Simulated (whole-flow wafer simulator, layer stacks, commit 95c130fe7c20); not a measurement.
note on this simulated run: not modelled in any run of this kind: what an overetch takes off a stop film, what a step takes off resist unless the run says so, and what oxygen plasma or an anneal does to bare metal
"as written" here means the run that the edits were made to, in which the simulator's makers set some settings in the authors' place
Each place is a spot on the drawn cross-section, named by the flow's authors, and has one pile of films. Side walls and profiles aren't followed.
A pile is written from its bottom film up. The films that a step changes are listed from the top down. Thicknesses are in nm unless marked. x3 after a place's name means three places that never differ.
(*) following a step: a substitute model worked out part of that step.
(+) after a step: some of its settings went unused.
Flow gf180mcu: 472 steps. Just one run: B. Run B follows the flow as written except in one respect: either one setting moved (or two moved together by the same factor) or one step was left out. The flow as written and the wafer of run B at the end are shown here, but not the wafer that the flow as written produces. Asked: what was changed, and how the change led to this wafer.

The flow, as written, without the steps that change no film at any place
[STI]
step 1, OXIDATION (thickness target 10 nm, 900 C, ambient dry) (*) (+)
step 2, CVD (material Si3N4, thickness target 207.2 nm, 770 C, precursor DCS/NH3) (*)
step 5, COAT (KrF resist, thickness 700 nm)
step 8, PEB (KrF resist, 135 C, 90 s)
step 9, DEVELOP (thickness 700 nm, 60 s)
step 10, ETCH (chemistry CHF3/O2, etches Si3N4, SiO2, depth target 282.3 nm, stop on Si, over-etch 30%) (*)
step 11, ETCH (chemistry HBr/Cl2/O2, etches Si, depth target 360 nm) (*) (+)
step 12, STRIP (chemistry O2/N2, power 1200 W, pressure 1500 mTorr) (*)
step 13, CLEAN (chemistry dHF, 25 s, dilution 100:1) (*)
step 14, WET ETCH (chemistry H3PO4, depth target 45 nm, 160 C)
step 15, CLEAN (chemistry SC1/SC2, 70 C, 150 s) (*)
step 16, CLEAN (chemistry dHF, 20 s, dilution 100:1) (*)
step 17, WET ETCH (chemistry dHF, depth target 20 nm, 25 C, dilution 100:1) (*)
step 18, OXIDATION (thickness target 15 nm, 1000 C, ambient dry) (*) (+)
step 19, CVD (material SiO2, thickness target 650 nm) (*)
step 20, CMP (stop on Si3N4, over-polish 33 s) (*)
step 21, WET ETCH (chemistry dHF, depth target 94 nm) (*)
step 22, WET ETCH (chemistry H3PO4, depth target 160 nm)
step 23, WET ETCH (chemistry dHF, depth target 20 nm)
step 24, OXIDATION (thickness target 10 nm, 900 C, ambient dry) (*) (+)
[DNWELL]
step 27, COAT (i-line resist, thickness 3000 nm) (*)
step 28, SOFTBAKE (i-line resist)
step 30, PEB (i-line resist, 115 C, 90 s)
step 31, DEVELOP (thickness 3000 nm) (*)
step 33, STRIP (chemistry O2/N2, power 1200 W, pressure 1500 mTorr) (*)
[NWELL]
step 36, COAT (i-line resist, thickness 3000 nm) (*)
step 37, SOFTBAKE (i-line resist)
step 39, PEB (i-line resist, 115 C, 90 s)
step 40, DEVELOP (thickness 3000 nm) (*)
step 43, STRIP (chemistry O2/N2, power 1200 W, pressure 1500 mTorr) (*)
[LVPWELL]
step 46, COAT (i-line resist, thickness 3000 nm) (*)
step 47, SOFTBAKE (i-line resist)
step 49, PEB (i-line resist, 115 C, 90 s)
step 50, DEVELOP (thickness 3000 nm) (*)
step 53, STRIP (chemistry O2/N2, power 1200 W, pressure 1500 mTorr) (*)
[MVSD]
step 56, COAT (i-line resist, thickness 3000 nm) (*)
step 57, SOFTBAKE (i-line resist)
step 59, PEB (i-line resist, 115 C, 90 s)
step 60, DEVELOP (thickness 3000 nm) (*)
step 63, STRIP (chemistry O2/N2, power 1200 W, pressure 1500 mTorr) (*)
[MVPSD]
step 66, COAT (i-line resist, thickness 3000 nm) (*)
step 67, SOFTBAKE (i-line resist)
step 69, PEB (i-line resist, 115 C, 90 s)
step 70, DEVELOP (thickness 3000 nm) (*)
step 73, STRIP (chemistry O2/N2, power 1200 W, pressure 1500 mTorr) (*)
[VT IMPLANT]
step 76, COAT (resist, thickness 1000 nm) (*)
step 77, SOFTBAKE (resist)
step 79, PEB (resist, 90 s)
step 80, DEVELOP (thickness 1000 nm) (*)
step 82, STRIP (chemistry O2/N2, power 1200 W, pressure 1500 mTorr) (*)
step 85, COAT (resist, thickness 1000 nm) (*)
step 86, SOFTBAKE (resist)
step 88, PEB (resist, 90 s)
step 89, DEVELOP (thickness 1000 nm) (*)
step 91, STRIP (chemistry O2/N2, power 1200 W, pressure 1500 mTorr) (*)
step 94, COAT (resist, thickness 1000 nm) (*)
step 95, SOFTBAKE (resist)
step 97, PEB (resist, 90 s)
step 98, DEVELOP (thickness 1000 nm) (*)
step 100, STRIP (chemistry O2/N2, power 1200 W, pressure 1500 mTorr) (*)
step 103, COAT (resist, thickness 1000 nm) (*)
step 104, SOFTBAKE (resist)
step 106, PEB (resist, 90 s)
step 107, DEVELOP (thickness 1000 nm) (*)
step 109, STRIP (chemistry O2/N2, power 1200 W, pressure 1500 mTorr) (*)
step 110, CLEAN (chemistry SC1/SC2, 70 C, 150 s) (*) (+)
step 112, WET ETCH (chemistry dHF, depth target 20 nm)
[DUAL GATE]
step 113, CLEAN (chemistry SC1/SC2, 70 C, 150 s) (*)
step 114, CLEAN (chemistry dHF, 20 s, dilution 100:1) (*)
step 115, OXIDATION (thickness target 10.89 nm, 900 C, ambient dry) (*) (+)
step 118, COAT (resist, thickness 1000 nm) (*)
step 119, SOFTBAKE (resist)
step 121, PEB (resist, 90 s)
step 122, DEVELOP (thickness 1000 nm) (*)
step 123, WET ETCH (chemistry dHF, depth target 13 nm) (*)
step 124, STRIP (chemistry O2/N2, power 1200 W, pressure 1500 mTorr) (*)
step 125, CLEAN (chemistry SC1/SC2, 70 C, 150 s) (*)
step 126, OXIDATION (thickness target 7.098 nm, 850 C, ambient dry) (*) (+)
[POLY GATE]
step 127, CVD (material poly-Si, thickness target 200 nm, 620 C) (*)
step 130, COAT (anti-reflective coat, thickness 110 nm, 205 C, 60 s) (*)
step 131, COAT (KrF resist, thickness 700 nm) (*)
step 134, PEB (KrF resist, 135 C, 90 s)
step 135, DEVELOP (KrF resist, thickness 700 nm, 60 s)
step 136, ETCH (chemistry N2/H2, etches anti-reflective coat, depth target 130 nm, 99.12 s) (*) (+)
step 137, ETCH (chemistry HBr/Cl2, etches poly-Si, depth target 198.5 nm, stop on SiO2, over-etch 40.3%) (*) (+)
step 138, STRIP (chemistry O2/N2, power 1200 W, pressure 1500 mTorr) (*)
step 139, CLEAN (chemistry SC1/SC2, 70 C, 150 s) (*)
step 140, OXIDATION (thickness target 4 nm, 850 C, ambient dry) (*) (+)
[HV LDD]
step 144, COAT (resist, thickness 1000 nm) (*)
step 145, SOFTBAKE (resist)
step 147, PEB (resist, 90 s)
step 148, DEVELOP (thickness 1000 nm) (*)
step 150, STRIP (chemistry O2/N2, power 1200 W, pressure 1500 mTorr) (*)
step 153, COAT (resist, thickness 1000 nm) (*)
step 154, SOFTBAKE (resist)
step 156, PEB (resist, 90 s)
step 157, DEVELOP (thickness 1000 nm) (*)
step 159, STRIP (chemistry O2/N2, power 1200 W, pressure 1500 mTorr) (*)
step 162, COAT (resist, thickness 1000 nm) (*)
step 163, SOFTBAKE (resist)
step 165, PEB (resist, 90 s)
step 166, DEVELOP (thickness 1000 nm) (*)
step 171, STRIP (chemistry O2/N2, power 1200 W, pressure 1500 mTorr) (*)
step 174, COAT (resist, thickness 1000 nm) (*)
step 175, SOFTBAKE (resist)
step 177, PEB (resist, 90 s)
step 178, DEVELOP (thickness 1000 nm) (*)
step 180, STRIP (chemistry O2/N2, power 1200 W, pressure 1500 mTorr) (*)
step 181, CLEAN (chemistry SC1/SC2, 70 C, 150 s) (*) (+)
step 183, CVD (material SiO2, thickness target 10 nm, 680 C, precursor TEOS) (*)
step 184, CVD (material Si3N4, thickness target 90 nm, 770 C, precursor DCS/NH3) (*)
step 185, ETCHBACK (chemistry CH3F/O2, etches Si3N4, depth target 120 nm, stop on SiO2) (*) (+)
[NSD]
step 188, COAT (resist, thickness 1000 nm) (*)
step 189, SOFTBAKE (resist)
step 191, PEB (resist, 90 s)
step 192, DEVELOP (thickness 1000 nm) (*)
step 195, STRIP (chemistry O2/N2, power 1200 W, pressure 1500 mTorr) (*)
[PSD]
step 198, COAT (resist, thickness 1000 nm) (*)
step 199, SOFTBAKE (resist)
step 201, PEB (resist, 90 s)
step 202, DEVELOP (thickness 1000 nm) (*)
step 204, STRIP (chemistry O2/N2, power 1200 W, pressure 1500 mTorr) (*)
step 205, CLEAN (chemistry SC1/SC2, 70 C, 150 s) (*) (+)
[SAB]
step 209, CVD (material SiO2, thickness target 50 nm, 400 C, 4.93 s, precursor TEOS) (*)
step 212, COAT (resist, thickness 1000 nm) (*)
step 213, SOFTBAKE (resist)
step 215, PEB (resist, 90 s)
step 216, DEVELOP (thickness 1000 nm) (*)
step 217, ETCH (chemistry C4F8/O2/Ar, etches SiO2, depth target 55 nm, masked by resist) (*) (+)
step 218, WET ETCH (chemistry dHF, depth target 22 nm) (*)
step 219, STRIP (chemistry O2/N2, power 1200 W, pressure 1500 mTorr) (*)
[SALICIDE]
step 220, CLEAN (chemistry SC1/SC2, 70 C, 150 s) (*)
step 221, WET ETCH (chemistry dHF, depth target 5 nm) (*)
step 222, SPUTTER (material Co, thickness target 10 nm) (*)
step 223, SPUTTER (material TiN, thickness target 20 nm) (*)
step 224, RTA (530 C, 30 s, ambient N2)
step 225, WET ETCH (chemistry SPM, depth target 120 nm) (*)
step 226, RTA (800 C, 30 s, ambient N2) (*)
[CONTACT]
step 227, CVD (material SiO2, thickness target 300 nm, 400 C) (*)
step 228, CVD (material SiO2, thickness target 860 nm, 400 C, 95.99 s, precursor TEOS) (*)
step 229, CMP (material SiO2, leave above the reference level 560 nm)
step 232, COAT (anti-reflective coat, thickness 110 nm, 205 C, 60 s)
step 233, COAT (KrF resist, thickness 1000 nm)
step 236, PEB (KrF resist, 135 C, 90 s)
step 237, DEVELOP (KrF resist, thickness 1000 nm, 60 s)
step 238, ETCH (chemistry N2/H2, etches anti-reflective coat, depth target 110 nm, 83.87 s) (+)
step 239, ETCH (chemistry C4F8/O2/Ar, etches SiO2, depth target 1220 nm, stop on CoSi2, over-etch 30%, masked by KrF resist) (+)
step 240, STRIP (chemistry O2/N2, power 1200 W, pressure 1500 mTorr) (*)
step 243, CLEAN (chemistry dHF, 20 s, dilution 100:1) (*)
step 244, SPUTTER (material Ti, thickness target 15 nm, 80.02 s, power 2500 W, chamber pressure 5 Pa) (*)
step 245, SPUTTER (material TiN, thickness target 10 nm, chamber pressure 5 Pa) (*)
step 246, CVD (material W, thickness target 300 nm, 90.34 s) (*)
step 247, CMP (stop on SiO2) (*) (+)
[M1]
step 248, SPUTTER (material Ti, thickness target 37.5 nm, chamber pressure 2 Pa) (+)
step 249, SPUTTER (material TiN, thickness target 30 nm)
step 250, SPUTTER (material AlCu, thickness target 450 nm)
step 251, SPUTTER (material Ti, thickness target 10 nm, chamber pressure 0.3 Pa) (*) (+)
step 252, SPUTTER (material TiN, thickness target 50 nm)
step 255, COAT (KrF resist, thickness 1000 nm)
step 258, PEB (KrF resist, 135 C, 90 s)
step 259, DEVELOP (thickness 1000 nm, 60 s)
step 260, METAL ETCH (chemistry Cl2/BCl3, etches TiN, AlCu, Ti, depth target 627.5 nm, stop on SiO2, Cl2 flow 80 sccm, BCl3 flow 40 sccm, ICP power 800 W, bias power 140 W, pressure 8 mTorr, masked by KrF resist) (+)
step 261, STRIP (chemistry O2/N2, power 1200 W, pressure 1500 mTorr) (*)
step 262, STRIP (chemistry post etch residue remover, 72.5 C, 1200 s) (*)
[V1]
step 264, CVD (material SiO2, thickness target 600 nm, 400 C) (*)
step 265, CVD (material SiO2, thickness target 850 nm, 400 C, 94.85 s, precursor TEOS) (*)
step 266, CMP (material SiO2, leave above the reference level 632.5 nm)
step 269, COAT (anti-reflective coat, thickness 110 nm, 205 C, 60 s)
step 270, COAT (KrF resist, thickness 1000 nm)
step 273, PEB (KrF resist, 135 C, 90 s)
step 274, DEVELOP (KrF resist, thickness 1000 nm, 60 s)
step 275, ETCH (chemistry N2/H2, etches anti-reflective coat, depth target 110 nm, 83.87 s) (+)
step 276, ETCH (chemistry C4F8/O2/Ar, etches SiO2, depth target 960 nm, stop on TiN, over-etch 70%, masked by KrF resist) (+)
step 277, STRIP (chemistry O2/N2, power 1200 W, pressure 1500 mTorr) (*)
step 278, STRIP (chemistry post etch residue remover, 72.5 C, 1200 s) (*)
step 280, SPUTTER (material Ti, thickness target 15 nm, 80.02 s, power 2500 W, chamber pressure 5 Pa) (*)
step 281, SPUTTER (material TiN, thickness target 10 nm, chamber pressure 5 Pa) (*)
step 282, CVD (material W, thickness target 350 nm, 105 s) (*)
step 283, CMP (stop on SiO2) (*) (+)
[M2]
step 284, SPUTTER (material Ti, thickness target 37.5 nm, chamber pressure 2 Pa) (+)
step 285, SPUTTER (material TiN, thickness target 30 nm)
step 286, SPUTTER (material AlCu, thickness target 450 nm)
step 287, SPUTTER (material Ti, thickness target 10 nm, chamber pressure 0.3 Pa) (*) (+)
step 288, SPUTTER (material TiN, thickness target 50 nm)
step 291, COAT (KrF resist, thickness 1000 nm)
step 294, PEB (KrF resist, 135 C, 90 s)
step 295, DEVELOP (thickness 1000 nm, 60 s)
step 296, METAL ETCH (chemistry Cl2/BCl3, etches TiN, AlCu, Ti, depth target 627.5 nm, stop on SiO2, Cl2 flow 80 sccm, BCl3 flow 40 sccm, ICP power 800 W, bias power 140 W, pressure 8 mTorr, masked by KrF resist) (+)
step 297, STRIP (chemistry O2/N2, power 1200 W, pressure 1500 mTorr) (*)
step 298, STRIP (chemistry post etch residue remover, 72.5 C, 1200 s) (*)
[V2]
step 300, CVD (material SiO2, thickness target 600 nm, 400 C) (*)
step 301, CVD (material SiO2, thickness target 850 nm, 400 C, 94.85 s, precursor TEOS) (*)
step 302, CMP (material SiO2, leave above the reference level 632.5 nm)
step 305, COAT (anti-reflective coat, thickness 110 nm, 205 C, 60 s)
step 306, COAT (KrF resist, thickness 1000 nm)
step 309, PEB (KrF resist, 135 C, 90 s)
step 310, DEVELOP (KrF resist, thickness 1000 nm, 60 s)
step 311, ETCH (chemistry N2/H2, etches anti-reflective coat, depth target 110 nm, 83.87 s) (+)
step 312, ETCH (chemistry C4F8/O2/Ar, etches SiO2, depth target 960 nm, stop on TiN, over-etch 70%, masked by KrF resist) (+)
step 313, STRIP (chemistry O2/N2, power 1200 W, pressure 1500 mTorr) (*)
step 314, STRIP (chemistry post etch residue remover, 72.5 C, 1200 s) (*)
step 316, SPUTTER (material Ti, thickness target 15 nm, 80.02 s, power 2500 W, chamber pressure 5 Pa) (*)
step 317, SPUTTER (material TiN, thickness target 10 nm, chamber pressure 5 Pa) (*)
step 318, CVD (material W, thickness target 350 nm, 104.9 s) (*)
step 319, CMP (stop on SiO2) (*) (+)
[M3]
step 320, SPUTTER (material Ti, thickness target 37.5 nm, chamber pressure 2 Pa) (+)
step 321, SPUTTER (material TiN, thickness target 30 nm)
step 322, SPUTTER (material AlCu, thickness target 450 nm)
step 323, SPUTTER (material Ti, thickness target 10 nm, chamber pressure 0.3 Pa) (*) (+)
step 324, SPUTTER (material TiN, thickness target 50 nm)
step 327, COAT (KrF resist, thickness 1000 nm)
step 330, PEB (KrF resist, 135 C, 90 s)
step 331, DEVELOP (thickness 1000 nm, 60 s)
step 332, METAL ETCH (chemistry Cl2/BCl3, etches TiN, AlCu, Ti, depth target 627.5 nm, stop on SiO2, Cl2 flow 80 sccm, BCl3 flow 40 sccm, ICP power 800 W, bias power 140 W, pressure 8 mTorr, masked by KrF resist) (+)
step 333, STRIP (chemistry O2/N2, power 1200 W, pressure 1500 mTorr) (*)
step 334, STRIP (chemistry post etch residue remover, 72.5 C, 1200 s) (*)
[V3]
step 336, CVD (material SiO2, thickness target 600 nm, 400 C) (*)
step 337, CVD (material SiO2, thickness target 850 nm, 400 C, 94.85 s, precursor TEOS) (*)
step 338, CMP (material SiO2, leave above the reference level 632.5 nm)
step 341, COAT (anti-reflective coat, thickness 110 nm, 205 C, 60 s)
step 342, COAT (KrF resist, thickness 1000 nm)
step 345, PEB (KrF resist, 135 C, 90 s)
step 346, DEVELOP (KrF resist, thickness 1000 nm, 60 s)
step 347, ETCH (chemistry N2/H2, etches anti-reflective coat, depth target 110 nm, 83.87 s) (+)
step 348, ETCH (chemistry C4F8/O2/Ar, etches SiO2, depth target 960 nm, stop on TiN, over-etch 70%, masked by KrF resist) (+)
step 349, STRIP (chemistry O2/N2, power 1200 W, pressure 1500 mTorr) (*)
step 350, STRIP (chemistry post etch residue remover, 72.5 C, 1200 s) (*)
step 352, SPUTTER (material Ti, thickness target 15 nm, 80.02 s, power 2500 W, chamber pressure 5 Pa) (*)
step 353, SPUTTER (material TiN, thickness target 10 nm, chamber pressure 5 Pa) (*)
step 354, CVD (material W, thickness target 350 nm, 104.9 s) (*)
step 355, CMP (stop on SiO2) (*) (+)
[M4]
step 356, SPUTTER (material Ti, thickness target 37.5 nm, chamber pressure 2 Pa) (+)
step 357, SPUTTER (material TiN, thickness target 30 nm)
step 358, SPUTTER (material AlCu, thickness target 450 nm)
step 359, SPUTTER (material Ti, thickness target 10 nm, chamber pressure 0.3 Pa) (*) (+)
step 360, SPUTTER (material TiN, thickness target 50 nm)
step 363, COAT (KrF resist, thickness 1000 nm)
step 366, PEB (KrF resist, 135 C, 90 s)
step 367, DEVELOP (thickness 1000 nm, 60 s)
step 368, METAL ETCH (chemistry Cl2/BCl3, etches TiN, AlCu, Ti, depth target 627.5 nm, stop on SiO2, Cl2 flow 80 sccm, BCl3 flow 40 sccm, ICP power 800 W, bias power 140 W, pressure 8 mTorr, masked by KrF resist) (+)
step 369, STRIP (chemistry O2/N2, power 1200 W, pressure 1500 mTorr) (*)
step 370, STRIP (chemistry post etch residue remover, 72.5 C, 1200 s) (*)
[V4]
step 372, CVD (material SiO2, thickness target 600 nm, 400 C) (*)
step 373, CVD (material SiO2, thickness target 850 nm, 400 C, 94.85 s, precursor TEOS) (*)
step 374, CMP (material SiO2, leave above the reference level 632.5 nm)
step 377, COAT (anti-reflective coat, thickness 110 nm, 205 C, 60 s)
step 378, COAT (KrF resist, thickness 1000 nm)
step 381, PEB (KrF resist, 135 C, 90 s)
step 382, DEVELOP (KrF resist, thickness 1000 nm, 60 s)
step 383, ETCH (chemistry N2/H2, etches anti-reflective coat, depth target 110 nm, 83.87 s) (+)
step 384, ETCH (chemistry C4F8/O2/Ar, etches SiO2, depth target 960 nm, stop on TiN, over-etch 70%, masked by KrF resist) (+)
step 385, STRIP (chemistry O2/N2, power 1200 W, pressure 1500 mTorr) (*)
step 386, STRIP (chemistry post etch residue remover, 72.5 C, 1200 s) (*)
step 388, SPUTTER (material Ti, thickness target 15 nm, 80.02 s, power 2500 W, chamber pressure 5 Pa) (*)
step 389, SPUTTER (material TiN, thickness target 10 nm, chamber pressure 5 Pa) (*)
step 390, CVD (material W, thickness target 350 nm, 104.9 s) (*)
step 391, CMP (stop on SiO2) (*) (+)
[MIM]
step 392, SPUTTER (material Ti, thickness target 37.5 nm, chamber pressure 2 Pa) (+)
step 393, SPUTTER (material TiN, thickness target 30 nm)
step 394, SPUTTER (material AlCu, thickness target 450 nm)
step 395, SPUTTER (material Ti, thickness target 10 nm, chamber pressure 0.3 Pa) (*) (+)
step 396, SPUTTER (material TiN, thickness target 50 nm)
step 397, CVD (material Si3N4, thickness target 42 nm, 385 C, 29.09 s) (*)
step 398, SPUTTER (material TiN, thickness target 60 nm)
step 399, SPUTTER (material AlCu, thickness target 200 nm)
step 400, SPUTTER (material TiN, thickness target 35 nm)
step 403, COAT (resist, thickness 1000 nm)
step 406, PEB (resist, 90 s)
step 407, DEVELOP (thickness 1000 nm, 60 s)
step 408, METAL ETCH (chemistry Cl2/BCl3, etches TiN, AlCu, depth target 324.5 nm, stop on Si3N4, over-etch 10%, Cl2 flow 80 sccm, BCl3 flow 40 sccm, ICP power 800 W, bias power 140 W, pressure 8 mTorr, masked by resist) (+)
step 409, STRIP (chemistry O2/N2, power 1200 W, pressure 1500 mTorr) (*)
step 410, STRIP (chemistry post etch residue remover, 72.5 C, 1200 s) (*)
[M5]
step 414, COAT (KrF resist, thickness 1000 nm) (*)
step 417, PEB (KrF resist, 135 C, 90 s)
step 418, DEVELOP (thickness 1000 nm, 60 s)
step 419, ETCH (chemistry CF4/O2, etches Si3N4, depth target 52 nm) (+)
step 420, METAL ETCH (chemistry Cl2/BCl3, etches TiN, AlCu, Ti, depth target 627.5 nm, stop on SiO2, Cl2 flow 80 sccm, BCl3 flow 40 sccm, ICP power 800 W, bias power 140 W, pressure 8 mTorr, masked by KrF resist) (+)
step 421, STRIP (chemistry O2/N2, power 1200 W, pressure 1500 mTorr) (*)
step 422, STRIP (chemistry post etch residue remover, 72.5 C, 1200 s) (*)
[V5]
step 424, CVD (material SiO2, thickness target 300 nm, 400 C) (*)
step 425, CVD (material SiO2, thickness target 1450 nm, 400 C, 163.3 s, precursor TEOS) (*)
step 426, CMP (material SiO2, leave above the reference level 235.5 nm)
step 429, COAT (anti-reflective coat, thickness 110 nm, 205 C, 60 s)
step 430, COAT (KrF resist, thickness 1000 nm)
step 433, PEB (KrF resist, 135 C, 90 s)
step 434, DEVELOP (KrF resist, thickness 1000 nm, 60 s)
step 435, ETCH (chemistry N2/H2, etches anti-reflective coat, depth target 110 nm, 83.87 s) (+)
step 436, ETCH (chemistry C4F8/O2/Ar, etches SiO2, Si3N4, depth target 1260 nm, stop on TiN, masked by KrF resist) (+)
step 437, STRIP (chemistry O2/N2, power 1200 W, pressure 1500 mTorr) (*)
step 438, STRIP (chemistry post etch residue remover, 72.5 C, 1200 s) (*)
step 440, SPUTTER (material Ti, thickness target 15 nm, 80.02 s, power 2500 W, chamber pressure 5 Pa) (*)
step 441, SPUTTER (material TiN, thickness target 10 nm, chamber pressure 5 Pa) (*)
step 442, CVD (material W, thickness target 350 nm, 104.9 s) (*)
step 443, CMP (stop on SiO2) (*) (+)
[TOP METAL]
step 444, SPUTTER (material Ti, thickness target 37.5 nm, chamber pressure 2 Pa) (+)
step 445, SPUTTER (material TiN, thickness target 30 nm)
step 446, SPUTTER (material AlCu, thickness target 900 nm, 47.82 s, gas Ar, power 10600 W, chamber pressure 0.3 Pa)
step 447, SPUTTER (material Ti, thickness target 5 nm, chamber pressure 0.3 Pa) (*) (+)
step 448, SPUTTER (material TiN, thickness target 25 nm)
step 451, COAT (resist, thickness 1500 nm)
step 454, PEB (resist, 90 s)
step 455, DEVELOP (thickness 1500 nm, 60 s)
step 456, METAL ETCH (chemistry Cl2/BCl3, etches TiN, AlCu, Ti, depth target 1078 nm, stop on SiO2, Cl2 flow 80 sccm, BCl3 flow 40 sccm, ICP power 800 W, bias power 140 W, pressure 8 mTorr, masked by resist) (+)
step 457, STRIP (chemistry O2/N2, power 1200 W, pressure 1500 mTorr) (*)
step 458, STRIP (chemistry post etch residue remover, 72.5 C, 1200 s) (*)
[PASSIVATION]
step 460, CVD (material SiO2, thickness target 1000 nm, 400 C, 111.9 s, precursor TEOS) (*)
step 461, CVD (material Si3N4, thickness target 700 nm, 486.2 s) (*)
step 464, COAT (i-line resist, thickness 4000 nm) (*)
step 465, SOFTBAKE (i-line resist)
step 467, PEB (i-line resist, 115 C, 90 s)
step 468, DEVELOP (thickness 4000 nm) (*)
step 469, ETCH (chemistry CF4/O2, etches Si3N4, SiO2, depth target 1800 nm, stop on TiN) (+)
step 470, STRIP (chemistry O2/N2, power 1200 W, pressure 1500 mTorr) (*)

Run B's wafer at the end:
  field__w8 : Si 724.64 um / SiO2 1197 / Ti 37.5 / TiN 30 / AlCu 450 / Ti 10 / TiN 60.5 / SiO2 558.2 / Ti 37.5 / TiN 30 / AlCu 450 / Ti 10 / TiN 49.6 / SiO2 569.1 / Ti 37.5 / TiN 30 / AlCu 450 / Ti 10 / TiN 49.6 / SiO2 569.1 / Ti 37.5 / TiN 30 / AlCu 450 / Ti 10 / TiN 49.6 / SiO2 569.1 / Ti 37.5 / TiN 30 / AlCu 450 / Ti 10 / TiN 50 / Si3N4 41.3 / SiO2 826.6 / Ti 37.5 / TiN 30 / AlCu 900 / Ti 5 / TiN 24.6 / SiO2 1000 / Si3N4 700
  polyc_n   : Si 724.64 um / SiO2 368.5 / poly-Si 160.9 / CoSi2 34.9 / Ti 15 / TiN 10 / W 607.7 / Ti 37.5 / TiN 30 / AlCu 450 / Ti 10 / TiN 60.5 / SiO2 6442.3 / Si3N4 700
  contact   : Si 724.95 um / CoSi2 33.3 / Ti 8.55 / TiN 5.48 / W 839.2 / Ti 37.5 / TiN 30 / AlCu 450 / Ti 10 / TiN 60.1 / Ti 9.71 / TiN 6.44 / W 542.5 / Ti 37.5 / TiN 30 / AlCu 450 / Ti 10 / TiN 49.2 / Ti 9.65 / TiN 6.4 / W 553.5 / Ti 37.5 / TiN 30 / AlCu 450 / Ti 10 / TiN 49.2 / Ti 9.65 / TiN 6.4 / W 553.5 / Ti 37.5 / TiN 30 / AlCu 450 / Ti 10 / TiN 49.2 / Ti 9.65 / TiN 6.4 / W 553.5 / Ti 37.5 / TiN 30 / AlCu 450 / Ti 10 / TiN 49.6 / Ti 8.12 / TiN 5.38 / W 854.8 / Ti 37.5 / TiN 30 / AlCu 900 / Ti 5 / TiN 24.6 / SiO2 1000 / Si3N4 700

The reason: step 252, SPUTTER: thickness target 60.9 nm was run, while the flow as written has thickness target 50 nm.

The path from the change to this, step by step:
  step 252, SPUTTER (material TiN, thickness target 50 nm)
      field, field__w1, field__w2 and 108 more: TiN gains 60.9 (new film) (in the flow as written it would be: TiN gains 50 (new film))
  step 260, METAL ETCH (chemistry Cl2/BCl3, etches TiN, AlCu, Ti, depth target 627.5 nm, stop on SiO2, Cl2 flow 80 sccm, BCl3 flow 40 sccm, ICP power 800 W, bias power 140 W, pressure 8 mTorr, masked by KrF resist) (+)
      field, field__w1, field__w2 and 99 more: TiN loses 60.9 (all of it), Ti loses 10 (all of it), AlCu loses 450 (all of it), TiN loses 30 (all of it), Ti loses 37.5 (all of it) (in the flow as written it would be: TiN loses 50 (all of it), Ti loses 10 (all of it), AlCu loses 450 (all of it), TiN loses 30 (all of it), Ti loses 37.5 (all of it))
